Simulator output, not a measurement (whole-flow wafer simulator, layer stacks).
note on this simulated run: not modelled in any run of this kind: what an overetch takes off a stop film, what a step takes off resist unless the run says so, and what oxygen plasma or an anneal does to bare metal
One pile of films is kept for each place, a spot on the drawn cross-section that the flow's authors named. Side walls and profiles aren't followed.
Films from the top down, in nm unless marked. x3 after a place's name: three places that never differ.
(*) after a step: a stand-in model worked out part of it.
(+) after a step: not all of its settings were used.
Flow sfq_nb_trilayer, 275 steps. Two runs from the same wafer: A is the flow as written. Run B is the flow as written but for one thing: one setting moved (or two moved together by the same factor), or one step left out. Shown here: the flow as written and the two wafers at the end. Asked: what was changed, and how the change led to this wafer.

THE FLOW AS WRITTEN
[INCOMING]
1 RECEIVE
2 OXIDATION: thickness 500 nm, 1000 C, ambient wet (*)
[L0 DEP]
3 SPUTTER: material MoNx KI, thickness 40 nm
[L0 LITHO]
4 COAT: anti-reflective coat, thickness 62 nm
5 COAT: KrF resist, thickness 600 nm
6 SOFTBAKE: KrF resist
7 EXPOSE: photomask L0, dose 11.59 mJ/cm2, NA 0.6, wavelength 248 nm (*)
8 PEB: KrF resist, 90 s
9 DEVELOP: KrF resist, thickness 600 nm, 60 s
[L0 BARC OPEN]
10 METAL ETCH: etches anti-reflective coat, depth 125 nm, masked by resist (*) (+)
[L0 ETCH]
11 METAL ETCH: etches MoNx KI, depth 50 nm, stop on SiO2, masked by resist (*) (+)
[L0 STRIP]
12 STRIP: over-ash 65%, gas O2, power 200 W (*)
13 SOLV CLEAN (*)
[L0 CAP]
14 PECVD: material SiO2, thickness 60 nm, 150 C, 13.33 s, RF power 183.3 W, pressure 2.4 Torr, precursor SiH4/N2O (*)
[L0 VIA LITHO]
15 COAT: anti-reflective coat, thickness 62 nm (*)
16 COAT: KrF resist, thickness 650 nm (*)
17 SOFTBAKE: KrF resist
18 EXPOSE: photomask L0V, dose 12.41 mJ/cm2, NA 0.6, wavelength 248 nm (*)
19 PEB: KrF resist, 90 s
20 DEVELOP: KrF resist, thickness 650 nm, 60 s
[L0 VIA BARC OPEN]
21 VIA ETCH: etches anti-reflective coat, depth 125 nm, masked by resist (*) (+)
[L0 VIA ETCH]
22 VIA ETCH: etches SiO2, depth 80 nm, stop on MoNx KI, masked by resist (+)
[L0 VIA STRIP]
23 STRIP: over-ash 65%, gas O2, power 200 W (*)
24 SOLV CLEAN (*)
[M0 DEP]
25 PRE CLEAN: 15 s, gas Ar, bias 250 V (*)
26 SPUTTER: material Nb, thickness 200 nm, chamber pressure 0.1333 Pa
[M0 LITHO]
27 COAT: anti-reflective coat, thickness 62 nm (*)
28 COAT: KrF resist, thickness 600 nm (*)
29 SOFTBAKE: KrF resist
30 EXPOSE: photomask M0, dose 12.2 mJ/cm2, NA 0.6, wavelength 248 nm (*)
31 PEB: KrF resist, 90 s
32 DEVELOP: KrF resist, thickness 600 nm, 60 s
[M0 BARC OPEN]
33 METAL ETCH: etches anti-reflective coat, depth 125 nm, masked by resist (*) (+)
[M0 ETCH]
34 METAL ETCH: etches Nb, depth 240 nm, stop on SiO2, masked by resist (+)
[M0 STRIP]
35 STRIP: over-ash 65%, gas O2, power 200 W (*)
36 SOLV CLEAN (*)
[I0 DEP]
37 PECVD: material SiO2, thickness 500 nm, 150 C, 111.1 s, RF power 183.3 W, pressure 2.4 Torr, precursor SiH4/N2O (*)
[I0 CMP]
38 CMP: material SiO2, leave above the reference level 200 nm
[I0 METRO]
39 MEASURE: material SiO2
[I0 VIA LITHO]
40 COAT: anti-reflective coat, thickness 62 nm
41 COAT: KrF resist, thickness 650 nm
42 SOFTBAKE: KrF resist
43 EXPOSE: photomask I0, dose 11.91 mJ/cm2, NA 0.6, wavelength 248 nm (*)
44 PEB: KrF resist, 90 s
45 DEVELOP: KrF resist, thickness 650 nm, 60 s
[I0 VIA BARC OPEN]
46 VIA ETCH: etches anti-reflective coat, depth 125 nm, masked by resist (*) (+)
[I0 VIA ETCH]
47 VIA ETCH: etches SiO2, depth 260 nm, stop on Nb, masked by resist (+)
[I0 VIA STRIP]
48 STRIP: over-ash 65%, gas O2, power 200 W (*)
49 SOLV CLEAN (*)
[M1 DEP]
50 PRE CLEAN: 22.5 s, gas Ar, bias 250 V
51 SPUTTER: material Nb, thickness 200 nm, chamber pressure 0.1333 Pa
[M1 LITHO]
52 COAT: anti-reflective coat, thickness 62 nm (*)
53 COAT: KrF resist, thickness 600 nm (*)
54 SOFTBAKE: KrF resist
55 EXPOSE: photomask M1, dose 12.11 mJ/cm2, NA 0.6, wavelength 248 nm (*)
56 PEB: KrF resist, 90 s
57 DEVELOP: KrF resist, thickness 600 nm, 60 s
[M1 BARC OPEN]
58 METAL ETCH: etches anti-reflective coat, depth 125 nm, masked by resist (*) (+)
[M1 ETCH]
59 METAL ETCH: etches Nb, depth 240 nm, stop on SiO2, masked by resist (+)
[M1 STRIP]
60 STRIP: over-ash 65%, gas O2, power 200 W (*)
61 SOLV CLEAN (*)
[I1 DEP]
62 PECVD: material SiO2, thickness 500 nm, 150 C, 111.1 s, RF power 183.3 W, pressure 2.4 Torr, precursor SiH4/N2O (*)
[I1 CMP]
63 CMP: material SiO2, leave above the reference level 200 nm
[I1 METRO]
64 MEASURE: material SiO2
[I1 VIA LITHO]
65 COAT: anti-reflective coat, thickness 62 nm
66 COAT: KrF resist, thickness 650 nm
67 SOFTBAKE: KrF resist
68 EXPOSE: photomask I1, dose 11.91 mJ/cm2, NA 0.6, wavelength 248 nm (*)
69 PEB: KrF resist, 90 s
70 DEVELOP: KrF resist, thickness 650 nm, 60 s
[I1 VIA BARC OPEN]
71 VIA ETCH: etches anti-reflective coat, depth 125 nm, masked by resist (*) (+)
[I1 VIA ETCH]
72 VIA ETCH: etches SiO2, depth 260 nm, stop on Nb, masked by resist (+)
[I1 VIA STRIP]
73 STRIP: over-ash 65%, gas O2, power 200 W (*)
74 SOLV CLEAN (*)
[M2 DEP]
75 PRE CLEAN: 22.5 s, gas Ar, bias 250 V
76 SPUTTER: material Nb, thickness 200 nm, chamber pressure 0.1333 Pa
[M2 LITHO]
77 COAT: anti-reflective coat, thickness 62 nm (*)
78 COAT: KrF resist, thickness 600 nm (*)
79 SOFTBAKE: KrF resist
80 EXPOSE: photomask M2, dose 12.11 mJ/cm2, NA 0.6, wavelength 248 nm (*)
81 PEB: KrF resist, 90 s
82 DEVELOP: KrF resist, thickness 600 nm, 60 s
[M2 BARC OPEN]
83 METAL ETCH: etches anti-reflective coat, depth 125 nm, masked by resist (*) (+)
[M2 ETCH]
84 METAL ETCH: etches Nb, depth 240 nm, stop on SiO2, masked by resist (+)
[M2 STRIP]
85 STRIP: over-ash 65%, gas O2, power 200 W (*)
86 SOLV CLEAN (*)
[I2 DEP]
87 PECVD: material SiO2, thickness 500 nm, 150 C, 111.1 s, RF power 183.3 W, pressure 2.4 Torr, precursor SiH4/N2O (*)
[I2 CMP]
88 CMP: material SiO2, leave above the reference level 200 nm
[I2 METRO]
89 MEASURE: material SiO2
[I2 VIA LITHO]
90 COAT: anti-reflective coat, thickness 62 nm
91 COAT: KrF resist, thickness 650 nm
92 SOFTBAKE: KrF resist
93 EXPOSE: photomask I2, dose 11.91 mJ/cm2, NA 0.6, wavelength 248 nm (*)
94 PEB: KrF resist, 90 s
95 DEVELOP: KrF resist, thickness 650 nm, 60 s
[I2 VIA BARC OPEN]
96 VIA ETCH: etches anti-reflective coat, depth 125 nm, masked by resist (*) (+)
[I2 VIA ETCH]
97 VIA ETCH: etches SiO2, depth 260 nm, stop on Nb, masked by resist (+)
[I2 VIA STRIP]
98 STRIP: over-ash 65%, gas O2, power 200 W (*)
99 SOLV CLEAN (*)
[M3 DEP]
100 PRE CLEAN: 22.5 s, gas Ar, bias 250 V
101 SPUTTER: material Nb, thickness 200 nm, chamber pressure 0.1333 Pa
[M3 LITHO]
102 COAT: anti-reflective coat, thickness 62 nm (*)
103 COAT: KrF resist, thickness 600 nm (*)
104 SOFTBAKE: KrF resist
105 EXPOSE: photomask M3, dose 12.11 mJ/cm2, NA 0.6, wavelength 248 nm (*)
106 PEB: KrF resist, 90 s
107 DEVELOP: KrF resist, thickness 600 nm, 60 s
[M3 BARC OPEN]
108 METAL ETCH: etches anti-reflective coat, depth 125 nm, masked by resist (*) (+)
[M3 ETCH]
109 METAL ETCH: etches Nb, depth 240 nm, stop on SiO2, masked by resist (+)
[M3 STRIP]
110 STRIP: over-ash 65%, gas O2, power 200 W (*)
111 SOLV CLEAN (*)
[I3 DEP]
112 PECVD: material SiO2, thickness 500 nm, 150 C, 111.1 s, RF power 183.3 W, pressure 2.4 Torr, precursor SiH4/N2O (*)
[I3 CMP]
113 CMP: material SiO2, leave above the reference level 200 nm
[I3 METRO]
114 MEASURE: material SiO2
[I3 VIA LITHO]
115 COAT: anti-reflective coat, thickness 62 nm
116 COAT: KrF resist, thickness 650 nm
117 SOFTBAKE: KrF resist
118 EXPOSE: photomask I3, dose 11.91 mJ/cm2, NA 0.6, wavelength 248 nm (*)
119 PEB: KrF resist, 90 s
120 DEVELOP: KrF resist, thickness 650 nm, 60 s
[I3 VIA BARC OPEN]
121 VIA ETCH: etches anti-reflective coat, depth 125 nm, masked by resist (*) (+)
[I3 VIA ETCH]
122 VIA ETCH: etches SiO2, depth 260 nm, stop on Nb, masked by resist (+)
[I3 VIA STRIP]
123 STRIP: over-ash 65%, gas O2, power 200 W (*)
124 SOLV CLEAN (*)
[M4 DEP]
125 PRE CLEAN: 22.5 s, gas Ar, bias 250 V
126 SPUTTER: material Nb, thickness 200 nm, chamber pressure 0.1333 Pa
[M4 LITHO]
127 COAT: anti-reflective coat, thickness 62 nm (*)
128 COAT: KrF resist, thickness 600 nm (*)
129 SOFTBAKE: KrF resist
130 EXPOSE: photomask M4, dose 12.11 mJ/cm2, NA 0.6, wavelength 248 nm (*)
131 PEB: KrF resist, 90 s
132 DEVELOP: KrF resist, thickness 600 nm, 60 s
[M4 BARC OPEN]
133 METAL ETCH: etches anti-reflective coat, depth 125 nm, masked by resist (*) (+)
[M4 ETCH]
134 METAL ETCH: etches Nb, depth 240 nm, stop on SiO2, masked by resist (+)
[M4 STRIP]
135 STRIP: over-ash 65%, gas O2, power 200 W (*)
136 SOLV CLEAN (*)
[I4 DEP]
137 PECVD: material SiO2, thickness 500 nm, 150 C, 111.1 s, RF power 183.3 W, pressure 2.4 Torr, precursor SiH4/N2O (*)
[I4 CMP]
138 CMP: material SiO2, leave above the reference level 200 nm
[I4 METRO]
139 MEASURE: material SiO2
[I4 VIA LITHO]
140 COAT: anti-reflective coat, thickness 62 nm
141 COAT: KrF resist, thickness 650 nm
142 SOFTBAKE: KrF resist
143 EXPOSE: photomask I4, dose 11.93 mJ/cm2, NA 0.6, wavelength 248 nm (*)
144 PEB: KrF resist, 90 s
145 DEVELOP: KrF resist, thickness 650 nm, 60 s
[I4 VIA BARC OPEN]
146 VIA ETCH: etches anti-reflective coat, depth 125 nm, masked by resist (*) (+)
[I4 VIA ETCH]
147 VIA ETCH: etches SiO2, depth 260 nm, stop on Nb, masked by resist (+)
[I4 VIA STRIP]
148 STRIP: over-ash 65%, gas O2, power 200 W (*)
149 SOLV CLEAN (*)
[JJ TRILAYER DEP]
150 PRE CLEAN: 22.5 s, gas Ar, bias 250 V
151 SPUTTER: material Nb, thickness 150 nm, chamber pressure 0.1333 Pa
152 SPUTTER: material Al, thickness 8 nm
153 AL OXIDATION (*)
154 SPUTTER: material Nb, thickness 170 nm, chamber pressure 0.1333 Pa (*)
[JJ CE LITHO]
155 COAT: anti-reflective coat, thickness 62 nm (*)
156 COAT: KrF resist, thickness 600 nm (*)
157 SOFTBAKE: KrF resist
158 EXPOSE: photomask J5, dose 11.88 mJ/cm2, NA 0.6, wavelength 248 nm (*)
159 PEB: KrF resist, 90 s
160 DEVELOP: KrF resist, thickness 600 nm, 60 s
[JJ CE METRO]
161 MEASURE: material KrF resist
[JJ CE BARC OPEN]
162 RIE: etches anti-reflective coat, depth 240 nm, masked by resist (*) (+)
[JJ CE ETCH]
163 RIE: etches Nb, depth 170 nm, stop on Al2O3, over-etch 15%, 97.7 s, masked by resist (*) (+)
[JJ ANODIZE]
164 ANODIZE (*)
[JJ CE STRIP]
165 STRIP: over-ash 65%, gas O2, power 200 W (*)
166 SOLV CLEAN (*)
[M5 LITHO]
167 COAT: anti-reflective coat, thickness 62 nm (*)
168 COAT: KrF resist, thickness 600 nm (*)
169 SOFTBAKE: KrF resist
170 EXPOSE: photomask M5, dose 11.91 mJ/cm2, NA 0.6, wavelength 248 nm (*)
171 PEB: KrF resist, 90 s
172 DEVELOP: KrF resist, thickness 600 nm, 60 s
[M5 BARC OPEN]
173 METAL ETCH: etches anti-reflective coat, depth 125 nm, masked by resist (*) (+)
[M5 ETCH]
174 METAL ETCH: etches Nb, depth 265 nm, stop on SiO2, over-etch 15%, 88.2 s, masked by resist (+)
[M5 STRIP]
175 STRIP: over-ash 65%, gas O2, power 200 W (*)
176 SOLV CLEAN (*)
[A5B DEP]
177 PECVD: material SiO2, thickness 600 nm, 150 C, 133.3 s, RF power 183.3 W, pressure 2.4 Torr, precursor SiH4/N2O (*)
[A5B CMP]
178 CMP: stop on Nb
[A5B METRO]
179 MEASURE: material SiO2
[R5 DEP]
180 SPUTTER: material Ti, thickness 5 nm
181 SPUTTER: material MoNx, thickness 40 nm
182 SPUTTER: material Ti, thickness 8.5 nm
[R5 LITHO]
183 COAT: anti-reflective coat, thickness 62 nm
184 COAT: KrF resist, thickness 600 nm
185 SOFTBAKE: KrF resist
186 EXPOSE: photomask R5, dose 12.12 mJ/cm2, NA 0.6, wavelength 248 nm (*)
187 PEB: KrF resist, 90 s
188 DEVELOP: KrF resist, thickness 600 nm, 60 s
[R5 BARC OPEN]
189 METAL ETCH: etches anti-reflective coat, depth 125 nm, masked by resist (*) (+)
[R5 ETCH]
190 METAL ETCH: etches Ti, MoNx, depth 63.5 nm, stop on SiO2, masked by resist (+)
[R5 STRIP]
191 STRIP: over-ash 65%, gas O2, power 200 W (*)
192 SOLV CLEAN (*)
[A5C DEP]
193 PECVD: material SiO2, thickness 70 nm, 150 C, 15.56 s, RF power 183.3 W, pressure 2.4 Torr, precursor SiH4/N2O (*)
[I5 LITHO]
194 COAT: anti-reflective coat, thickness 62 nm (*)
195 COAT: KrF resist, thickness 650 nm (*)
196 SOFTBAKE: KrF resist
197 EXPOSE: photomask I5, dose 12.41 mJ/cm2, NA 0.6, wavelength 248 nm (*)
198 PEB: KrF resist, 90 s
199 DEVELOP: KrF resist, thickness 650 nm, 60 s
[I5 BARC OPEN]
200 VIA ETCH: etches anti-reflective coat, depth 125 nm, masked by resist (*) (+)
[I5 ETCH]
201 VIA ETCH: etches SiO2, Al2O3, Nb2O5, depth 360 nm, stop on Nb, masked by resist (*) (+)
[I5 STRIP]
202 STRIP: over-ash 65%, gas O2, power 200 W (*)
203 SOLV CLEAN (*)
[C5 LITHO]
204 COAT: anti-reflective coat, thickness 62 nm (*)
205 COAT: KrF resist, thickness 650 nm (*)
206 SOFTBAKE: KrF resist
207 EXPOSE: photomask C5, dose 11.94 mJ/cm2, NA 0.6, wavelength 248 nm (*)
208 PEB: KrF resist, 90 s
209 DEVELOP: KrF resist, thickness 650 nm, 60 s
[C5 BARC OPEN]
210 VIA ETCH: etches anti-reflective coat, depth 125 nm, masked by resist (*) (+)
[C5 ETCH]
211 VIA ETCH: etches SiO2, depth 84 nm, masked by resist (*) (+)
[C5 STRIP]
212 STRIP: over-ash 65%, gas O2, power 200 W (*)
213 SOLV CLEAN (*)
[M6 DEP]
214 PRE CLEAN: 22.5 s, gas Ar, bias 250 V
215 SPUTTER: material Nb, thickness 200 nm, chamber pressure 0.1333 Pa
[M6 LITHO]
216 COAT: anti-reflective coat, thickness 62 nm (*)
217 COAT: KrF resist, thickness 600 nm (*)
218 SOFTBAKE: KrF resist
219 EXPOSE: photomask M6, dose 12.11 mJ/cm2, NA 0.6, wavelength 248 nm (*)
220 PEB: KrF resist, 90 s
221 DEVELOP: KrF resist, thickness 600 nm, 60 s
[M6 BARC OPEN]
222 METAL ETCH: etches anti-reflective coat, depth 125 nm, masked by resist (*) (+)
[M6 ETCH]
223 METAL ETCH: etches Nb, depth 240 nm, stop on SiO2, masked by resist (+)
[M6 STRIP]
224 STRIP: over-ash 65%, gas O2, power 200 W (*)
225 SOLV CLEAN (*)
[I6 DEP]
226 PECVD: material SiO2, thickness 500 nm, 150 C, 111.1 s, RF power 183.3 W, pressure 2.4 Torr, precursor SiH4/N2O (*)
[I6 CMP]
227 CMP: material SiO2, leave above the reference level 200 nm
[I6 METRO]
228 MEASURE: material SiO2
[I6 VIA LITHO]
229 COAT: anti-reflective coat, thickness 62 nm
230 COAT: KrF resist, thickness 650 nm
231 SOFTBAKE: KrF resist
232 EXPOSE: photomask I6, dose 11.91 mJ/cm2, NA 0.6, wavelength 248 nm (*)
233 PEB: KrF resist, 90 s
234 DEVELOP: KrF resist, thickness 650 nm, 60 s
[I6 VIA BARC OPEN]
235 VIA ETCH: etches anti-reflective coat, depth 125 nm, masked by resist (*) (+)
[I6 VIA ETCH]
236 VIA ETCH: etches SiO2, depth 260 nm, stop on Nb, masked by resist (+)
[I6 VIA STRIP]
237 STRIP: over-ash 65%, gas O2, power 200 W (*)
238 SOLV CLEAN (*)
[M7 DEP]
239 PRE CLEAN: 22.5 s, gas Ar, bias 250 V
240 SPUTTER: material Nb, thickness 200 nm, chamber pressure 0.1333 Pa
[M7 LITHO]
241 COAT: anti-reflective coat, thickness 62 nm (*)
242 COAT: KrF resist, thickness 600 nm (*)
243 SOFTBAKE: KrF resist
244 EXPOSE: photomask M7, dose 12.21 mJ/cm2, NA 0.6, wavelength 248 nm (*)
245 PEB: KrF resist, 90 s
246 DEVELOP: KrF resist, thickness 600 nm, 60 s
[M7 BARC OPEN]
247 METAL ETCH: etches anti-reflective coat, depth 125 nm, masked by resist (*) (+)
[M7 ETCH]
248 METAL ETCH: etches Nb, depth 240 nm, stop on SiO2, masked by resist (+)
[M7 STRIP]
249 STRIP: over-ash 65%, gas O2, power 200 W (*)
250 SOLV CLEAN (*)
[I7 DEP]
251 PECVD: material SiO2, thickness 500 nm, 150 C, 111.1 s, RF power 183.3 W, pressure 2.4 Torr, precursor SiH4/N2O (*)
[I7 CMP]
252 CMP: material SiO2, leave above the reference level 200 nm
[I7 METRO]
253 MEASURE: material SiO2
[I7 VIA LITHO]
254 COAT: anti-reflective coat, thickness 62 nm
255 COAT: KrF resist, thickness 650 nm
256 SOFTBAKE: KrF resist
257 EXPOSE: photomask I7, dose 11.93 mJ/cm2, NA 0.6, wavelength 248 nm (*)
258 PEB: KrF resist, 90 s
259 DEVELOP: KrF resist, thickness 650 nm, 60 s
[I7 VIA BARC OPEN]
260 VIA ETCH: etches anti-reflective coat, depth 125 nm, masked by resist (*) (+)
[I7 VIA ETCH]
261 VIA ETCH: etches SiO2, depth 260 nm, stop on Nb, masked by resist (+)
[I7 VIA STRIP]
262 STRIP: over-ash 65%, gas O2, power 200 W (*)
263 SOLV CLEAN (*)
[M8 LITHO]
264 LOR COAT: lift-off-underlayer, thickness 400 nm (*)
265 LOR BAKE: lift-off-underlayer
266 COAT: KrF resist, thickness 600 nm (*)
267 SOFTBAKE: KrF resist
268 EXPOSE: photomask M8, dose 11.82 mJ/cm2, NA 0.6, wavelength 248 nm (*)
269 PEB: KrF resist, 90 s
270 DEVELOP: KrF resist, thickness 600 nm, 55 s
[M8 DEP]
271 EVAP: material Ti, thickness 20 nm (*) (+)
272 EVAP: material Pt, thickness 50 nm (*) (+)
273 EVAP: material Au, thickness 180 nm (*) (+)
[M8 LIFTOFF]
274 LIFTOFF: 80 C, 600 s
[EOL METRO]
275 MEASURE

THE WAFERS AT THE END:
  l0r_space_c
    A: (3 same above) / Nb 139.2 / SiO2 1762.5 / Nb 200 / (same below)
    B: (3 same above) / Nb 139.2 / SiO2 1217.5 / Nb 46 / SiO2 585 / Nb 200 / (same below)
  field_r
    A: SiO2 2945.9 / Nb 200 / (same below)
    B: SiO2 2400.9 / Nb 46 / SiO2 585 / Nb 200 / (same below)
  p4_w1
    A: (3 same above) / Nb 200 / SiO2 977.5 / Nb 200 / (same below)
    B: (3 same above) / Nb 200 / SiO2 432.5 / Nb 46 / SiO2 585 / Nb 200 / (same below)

The cause: step 76, SPUTTER: thickness 286 nm was run, where the flow has thickness 200 nm.

How the change led to this, step by step:
  76 SPUTTER: material Nb, thickness 200 nm, chamber pressure 0.1333 Pa
      field_l, v_sur, via_wl and 102 more: A Nb +200 (new film) | B Nb +286 (new film)
      via_v: A Nb +174.5 | B Nb +250.8
  84 METAL ETCH: etches Nb, depth 240 nm, stop on SiO2, masked by resist (+)
      field_l, be, be_sur and 81 more: A Nb -200 (all of it) | B Nb -240
  87 PECVD: material SiO2, thickness 500 nm, 150 C, 111.1 s, RF power 183.3 W, pressure 2.4 Torr, precursor SiH4/N2O (*)
      field_l, be, be_sur and 81 more: A SiO2 +500 | B SiO2 +500 (new film)
      via_v: A SiO2 +606 (new film) | B SiO2 +591.2 (new film)
  88 CMP: material SiO2, leave above the reference level 200 nm
      field_l, be, be_sur and 81 more: A SiO2 -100 | B SiO2 -60
      via_v: A SiO2 -181.6 | B SiO2 -157.1
Counting metal films that touch as one body, l0r_space_c has 3 bodies (between them, from the top down: SiO2 1217.5; SiO2 585); the flow as written gives 2 bodies (between them, from the top down: SiO2 1762.5).
Counting metal films that touch as one body, field_r has 2 bodies (between them, from the top down: SiO2 585); the flow as written gives 1 body.
Counting metal films that touch as one body, p4_w1 has 4 bodies (between them, from the top down: SiO2 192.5; SiO2 432.5; SiO2 585); the flow as written gives 3 bodies (between them, from the top down: SiO2 192.5; SiO2 977.5).
